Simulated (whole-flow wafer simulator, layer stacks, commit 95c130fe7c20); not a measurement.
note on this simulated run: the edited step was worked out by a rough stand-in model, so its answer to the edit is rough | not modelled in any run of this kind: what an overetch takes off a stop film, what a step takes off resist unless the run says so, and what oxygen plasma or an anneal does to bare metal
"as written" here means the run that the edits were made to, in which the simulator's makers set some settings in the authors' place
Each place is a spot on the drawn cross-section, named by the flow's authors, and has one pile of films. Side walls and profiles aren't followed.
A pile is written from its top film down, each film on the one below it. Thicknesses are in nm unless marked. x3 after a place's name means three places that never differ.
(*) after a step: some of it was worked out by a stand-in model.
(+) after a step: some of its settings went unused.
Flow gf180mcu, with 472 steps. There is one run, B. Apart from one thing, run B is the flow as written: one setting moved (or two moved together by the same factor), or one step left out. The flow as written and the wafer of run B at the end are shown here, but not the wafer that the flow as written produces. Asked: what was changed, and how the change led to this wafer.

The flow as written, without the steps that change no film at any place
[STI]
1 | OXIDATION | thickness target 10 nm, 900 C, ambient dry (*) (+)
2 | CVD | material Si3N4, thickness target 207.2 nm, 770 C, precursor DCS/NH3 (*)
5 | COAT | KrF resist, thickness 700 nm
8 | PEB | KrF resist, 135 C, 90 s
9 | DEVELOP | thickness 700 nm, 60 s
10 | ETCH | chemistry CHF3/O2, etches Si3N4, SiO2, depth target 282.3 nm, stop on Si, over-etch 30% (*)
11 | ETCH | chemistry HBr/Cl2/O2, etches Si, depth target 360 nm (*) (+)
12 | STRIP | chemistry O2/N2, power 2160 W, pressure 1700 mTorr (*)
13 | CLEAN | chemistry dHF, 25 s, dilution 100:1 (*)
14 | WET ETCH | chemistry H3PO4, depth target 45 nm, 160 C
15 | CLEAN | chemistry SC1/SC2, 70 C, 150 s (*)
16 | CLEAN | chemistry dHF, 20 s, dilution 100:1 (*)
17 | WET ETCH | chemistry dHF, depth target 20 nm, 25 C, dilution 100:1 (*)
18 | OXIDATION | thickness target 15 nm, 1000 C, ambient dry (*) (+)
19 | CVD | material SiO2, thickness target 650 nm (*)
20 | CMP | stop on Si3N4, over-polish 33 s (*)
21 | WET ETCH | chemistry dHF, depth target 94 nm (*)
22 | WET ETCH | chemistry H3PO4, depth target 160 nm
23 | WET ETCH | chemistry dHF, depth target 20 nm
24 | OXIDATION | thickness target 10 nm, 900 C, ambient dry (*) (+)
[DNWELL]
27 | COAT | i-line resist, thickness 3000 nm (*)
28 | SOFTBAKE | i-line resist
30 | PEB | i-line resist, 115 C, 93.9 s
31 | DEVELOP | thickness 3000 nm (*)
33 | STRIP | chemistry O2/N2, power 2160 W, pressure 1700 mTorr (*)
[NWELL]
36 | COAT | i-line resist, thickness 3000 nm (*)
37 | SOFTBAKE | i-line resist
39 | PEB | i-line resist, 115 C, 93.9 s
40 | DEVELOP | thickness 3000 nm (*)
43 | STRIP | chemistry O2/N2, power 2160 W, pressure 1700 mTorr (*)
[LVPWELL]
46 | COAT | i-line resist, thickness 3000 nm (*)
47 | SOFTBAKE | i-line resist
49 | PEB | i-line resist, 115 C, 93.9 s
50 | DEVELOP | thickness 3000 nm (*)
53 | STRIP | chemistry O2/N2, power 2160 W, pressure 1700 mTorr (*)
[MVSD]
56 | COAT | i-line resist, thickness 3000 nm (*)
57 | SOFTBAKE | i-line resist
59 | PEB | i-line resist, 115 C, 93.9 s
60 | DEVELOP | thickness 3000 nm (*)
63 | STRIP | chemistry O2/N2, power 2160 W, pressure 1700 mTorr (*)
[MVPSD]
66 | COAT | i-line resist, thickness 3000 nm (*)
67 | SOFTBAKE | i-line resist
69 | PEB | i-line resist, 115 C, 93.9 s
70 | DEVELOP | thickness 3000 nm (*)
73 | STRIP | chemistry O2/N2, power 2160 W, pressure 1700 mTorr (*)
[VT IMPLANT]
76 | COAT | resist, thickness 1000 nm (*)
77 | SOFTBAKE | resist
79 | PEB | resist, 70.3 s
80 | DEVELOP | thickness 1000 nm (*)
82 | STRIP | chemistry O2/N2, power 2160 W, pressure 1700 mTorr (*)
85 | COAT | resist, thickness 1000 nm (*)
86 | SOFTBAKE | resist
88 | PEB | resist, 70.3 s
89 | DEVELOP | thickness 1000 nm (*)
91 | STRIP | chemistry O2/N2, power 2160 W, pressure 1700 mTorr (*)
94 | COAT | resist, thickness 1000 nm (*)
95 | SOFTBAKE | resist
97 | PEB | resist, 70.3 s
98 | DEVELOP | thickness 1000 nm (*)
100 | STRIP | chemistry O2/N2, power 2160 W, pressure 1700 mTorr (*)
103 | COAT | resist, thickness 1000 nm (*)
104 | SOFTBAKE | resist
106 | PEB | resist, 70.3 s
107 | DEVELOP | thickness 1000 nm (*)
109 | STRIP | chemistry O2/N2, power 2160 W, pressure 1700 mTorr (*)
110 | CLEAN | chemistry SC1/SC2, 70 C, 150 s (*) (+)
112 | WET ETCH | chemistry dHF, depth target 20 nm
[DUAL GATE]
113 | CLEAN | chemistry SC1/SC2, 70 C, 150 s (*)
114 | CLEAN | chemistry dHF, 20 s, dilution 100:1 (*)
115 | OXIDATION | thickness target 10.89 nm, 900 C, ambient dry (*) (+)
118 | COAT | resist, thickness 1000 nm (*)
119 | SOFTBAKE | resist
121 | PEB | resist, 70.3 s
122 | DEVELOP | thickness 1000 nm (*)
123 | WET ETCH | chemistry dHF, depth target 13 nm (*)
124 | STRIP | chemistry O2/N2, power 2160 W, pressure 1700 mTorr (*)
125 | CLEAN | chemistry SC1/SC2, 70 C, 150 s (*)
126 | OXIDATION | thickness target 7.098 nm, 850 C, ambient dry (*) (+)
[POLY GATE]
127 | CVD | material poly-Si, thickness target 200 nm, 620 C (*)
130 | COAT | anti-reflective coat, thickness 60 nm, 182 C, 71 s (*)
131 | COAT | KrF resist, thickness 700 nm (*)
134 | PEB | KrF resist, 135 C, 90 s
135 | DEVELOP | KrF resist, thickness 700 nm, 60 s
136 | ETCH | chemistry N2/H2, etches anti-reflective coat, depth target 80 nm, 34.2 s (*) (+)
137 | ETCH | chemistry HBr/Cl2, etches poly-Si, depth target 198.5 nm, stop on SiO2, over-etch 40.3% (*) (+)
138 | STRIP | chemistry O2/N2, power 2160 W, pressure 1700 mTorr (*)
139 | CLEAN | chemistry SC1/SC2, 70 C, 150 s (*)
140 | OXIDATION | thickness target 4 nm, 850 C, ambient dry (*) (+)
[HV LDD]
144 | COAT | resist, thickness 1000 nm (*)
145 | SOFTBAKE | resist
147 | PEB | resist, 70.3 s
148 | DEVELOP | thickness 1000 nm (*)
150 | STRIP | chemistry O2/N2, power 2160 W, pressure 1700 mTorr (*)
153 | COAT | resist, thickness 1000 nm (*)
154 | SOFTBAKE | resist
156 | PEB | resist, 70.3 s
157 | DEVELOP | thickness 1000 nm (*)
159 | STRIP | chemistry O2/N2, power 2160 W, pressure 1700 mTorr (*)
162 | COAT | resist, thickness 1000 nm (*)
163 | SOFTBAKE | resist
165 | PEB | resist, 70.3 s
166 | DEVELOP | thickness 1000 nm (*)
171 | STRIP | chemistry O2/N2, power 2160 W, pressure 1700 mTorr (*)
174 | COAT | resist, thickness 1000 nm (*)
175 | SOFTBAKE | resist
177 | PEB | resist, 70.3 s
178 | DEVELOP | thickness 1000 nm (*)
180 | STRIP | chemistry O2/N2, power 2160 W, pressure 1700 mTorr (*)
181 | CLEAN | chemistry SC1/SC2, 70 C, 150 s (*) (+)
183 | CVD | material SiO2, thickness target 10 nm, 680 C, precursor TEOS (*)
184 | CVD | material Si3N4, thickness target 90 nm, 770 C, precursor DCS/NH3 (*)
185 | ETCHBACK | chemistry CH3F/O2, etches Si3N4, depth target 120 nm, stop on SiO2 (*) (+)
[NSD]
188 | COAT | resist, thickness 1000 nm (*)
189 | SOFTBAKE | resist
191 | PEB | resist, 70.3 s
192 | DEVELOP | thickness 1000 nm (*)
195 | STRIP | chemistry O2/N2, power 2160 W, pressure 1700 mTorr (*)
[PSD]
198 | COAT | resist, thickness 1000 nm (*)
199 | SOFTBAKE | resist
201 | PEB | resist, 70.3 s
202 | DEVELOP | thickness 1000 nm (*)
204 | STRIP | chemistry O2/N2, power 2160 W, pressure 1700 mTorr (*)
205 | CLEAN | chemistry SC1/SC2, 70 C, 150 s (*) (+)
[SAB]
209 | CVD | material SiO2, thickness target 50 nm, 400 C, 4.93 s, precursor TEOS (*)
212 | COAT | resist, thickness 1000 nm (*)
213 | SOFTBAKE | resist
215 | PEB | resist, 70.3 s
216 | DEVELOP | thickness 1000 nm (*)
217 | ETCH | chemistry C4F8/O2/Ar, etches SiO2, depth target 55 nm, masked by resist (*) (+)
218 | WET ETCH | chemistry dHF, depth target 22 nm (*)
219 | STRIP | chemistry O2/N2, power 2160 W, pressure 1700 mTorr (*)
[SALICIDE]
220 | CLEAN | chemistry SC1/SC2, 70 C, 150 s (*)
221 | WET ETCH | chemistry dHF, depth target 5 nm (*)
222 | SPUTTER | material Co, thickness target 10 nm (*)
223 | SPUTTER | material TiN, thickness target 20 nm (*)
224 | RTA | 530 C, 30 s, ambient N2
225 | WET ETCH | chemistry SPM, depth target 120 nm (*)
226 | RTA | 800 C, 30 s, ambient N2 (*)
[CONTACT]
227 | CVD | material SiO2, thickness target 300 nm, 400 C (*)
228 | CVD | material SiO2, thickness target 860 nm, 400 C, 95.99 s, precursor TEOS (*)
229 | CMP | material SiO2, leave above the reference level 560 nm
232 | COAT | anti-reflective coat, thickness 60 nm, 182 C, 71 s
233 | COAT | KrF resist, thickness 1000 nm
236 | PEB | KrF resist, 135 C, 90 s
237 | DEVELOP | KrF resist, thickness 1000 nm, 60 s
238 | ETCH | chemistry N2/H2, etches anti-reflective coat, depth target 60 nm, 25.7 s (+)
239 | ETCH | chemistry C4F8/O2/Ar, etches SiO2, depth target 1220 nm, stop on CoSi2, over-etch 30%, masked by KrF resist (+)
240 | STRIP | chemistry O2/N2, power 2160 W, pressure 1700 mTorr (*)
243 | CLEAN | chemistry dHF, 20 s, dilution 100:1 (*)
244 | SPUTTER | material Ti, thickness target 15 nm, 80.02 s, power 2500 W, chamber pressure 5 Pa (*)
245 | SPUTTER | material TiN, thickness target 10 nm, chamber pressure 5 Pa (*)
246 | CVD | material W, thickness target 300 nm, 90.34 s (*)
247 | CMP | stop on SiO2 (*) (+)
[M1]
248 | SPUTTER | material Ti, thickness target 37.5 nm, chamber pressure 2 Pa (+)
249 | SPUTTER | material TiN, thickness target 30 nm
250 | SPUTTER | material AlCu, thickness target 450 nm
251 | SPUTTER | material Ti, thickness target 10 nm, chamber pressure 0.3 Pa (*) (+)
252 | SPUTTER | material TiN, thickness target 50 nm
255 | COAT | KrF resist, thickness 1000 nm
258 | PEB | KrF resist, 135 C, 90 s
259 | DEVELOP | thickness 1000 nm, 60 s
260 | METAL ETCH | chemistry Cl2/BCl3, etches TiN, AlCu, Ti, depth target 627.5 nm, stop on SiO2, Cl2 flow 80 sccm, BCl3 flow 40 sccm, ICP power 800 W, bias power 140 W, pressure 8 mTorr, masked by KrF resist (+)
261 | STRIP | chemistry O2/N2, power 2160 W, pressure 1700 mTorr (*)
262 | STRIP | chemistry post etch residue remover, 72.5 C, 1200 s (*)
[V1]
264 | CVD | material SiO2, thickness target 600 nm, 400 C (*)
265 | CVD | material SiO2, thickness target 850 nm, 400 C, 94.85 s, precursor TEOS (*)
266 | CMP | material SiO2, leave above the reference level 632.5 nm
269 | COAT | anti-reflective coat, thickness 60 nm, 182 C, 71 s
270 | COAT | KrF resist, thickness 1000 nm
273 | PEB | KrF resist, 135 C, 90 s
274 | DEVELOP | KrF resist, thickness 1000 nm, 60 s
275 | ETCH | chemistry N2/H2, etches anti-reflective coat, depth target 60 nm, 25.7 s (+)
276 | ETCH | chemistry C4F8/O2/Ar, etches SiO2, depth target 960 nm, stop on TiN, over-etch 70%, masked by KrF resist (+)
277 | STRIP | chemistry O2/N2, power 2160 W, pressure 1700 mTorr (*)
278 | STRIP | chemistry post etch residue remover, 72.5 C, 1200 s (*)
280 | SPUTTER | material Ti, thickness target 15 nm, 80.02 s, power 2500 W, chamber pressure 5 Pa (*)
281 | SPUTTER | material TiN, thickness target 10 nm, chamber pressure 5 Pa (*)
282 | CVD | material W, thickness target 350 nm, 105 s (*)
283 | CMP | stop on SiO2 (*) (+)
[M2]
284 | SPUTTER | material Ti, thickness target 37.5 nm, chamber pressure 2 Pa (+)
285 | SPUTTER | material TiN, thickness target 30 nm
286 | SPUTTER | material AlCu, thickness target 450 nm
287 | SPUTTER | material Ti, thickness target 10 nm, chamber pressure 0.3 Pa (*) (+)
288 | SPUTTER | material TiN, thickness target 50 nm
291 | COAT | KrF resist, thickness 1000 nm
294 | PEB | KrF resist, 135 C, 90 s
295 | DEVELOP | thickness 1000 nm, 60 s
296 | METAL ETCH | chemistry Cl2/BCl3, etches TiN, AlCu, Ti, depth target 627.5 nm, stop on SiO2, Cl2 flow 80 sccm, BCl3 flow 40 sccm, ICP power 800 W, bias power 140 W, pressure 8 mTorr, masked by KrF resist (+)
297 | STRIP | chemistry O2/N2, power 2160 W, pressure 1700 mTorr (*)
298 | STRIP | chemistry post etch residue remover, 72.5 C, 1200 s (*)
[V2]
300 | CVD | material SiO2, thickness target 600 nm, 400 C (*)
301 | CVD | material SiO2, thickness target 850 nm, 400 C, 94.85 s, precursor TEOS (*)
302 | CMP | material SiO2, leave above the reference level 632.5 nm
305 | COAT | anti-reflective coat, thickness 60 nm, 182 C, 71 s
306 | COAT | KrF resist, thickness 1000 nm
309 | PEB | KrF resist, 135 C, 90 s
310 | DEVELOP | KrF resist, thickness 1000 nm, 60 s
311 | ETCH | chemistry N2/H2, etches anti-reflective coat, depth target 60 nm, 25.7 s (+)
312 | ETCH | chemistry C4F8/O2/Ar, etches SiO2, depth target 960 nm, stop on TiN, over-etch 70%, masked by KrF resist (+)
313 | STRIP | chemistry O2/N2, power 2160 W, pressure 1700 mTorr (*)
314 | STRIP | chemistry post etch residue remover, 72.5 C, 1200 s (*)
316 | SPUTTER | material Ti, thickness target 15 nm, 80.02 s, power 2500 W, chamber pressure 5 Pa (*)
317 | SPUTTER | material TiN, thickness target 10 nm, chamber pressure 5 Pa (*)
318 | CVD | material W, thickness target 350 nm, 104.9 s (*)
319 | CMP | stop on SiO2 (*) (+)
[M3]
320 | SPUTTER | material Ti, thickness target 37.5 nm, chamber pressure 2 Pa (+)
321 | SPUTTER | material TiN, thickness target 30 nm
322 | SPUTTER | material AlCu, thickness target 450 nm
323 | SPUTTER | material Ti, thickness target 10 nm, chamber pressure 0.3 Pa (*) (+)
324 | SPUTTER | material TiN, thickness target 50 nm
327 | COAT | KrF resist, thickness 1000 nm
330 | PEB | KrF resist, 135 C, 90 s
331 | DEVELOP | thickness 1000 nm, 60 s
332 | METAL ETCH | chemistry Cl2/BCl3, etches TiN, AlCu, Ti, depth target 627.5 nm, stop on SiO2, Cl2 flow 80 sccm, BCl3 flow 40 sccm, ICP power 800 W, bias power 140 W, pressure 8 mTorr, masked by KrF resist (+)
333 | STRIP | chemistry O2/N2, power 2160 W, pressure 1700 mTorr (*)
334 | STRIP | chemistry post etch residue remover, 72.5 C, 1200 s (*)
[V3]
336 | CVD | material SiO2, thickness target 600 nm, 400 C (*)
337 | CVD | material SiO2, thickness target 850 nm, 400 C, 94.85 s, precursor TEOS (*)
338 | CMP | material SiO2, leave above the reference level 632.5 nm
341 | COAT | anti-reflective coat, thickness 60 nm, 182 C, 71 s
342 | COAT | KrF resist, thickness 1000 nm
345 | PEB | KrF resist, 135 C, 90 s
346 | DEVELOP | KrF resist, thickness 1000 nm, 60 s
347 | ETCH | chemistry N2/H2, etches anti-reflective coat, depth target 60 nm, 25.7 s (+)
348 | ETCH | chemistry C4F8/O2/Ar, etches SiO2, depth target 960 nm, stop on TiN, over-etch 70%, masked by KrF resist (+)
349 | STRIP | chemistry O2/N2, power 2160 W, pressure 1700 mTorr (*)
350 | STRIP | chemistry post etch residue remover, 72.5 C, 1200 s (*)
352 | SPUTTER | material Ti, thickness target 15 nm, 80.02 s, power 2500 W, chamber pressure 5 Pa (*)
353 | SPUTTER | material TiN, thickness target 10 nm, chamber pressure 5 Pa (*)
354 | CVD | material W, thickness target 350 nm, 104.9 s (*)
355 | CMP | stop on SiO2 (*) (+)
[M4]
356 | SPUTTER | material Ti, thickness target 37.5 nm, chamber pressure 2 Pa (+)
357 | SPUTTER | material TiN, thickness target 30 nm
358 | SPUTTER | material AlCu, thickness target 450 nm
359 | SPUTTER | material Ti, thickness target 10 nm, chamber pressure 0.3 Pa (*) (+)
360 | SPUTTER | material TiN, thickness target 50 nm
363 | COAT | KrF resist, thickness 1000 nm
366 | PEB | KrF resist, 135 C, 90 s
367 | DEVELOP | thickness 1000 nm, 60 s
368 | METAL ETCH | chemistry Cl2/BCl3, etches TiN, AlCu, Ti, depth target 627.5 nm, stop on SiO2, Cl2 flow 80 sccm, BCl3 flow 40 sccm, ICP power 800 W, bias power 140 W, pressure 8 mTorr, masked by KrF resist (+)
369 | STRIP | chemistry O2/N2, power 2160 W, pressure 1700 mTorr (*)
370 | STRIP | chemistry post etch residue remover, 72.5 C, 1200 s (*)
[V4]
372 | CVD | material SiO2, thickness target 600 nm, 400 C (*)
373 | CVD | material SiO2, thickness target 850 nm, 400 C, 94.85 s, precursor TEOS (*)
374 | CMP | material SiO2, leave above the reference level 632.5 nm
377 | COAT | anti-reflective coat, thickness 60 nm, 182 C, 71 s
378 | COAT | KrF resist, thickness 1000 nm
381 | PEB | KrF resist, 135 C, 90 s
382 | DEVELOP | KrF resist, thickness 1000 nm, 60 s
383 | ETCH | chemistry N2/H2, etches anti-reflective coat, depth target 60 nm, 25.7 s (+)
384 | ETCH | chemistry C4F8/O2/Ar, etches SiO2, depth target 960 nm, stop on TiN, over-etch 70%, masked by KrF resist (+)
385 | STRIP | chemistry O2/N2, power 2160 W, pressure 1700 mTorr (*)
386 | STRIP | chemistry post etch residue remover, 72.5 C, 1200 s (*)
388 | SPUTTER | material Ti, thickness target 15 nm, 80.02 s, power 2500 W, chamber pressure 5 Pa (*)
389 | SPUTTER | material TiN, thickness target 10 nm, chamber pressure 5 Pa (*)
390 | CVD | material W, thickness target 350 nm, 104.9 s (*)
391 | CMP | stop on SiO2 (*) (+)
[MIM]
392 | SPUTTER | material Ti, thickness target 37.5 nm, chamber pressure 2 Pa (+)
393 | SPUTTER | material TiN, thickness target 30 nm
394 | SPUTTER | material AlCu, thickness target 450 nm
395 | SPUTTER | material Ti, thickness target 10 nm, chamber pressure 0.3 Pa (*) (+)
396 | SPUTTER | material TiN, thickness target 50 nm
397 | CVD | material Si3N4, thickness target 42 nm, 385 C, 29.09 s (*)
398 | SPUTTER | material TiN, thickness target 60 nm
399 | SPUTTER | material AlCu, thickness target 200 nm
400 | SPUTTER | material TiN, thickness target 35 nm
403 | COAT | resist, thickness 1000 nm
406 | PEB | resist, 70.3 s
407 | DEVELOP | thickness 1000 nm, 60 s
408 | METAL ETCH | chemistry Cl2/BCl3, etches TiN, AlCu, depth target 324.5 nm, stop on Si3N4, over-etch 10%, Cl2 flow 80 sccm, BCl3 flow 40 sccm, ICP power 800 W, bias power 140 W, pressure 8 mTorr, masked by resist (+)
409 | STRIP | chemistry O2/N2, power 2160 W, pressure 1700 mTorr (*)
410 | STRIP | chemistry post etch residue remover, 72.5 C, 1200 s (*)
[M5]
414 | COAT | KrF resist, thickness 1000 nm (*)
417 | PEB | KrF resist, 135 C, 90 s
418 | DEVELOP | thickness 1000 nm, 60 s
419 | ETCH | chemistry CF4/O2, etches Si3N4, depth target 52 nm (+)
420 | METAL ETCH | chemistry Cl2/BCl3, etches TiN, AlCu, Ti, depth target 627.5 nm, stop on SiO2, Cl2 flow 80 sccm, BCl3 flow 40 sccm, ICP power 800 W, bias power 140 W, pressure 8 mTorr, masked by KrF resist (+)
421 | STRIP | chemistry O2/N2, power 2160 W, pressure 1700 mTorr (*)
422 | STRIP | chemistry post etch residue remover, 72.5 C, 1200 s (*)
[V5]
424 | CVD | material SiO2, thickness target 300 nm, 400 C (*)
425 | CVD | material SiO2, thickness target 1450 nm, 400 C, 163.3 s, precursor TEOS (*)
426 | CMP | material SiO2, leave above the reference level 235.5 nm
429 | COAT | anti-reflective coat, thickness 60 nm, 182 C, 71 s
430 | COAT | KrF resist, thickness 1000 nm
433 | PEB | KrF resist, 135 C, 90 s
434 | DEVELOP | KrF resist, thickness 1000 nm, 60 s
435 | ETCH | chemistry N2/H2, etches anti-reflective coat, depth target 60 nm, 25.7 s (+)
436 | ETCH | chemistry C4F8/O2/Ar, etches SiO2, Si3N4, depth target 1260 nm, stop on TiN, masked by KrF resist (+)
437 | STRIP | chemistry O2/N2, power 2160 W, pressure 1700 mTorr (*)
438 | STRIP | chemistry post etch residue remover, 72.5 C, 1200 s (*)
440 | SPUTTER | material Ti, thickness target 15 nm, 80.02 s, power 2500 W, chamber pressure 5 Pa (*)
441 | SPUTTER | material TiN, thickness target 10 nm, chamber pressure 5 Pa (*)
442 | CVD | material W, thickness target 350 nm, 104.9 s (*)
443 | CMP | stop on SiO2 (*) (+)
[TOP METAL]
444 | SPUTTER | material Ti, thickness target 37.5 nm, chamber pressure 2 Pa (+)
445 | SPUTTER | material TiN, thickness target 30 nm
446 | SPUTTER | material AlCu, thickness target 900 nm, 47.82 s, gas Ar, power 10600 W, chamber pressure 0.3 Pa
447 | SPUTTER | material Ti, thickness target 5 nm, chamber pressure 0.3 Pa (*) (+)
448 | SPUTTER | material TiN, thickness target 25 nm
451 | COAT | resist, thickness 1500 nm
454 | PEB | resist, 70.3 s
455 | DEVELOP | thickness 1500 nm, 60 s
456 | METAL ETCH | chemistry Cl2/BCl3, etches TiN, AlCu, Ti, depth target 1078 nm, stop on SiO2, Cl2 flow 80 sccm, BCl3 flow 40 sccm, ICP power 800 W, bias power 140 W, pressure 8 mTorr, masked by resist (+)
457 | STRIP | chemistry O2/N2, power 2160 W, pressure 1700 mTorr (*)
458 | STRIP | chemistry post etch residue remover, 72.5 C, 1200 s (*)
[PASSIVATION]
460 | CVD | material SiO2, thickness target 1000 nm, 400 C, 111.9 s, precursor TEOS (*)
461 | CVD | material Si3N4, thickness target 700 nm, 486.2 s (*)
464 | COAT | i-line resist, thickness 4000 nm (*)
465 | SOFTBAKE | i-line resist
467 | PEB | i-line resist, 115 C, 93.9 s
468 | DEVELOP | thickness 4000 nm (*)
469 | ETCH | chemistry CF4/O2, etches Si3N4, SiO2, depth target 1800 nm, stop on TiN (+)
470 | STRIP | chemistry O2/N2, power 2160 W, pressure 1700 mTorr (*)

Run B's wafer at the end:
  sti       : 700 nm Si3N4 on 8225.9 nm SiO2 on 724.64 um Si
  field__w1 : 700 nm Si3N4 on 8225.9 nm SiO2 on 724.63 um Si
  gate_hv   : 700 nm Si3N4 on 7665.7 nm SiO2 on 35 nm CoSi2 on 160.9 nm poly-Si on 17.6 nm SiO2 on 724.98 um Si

Cause: step 126, OXIDATION: thickness target 10.93 nm was run, whereas the flow has thickness target 7.098 nm.

The path from the change to this, step by step:
  126 | OXIDATION | thickness target 7.098 nm, 850 C, ambient dry (*) (+)
      gate_hv, active_hv, active_nat and 25 more: +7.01 SiO2, -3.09 Si (it would be, as written: +3.72 SiO2, -1.64 Si)
      active, n_well, p_well and 12 more: +10.9 SiO2 (new film), -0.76 chemical SiO2 (all of it), -4.48 Si (it would be, as written: +7.1 SiO2 (new film), -0.76 chemical SiO2 (all of it), -2.79 Si)
      (and at 49 other places as well)
  130 | COAT | anti-reflective coat, thickness 60 nm, 182 C, 71 s (*)
      pplus_u: +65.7 anti-reflective coat (new film) (it would be, as written: +67.1 anti-reflective coat (new film))
  136 | ETCH | chemistry N2/H2, etches anti-reflective coat, depth target 80 nm, 34.2 s (*) (+)
      pplus_u: -65.7 anti-reflective coat (all of it), -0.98 poly-Si (it would be, as written: -67.1 anti-reflective coat (all of it), -0.95 poly-Si)
  189 | SOFTBAKE | resist
      active_hv: -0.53 resist (it would be, as written: +2.68 resist)
      nw_enc_fld_lv__w3: -1.6 resist (it would be, as written: +2.11 resist)
      (and at 1 other place as well)
  199 | SOFTBAKE | resist
      active_hv: -0.53 resist (it would be, as written: +2.68 resist)
      nw_enc_fld_lv__w3: -1.6 resist (it would be, as written: +2.11 resist)
      (and at 1 other place as well)
  218 | WET ETCH | chemistry dHF, depth target 22 nm (*)
      active, p_well, sd_n, iso_ptap_pw, iso_ntap_nw, iso_ptap_sub, vpnp_e: -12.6 SiO2 (all of it) (it would be, as written: -9.01 SiO2 (all of it))
      ldn_tap, ldn_src, ldn_drn, ldp_tap, ldp_src, ldp_drn, ldp_gr: -19.1 SiO2 (all of it) (it would be, as written: -16 SiO2 (all of it))
      (and at 9 other places as well)
